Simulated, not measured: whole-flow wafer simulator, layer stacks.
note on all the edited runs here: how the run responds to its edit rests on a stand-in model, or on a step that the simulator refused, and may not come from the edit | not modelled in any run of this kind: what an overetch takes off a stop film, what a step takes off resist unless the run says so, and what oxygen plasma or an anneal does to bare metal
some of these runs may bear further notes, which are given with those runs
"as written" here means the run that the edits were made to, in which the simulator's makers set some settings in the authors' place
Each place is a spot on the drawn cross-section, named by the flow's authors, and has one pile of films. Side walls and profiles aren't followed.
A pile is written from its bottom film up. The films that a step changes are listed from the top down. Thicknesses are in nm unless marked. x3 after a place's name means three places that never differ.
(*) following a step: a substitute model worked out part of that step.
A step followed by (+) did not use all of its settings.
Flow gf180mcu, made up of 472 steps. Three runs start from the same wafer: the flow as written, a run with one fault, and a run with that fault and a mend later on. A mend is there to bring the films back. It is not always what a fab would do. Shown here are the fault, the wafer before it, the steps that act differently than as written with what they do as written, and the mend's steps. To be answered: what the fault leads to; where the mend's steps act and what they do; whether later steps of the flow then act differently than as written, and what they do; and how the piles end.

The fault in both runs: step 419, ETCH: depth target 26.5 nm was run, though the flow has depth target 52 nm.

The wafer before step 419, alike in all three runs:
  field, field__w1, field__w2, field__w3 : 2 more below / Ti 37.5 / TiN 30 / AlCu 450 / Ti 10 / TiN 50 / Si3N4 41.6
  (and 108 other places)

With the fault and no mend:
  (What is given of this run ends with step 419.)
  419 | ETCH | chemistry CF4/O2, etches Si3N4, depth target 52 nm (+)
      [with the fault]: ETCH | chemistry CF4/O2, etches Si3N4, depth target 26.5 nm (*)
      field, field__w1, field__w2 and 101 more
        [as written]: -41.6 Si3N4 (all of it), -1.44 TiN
        [with the fault]: -26.5 Si3N4
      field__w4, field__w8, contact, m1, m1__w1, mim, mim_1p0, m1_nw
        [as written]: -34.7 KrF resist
        [with the fault]: -17.7 KrF resist
  The piles after step 419 differ from the flow's at field, field__w1, field__w2 and 102 more by more than 2% or 0.5 nm, whichever is larger.
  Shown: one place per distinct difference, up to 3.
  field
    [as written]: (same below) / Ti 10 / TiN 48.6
    [with the fault]: (same below) / Ti 10 / TiN 50 / Si3N4 15.1
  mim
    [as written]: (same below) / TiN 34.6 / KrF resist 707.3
    [with the fault]: (same below) / TiN 34.6 / KrF resist 724.3

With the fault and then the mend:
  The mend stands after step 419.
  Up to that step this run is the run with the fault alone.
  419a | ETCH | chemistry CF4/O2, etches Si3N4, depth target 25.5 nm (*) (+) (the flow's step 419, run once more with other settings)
      field, field__w1, field__w2 and 101 more
        -15.1 Si3N4 (all of it), -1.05 TiN
      field__w4, field__w8, contact, m1, m1__w1, mim, mim_1p0, m1_nw
        -15.1 KrF resist
  Later steps of the flow that are run all act as written at every place that is followed, up to a difference of at most 2% or 0.5 nm, whichever is larger.
  At every place that both follow, the piles at the end match the flow's.
